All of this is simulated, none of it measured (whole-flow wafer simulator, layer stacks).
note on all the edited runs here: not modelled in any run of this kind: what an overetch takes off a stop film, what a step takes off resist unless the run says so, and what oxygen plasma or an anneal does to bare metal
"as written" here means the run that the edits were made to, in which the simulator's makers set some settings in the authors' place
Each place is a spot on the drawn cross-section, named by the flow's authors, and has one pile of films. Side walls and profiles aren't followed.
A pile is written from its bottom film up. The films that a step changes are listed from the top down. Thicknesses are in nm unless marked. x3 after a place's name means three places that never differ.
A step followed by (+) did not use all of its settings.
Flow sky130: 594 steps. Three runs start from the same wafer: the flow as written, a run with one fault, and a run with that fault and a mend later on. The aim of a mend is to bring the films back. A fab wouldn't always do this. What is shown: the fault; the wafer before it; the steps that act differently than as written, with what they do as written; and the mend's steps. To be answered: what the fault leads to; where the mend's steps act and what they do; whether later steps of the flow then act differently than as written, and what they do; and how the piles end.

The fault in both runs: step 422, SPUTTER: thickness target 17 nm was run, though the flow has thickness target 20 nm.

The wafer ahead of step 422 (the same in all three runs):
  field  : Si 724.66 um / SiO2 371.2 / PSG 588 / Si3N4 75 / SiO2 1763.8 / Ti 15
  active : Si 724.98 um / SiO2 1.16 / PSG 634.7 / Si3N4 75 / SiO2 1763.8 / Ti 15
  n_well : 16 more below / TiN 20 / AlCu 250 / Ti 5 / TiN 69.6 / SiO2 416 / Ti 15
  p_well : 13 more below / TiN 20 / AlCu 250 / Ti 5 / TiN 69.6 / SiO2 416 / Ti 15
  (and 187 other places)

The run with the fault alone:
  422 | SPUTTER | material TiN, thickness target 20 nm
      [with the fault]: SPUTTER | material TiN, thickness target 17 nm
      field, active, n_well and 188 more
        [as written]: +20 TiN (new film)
        [with the fault]: +17 TiN (new film)
  Steps further on in the flow that do not act as written (10 more steps, not shown, differ only slightly: by at most 2% or 0.5 nm, whichever is larger):
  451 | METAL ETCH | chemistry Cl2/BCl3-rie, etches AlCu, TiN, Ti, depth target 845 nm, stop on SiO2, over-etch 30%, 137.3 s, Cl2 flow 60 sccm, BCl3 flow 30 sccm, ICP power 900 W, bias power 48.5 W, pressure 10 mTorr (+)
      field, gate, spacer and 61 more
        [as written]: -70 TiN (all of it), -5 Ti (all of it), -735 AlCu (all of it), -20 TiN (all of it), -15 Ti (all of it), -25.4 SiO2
        [with the fault]: -70 TiN (all of it), -5 Ti (all of it), -735 AlCu (all of it), -17 TiN (all of it), -15 Ti (all of it), -25.6 SiO2
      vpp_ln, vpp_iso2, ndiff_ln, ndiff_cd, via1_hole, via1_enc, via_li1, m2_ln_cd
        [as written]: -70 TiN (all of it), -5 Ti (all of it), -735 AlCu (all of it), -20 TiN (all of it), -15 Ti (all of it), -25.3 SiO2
        [with the fault]: -70 TiN (all of it), -5 Ti (all of it), -735 AlCu (all of it), -17 TiN (all of it), -15 Ti (all of it), -25.6 SiO2
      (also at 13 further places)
  At n_well, p_well, gate_hv and 104 more, the piles at the end differ from the flow's by more than 2% or 0.5 nm, whichever is larger.
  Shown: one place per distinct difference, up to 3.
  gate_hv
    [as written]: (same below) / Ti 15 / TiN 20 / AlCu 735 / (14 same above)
    [with the fault]: (same below) / Ti 15 / TiN 17 / AlCu 735 / (14 same above)
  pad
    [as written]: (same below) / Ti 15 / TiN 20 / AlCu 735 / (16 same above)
    [with the fault]: (same below) / Ti 15 / TiN 17 / AlCu 735 / (16 same above)
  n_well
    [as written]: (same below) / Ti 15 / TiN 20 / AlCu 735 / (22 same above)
    [with the fault]: (same below) / Ti 15 / TiN 17 / AlCu 735 / (22 same above)

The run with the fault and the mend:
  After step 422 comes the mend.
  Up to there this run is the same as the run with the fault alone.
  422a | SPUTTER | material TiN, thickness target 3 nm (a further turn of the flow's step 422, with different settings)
      field, active, n_well and 188 more
        +3 TiN
  Every later step of the flow that is run acts as written at every place that is followed.
  At every place that both follow, the piles at the end match the flow's.
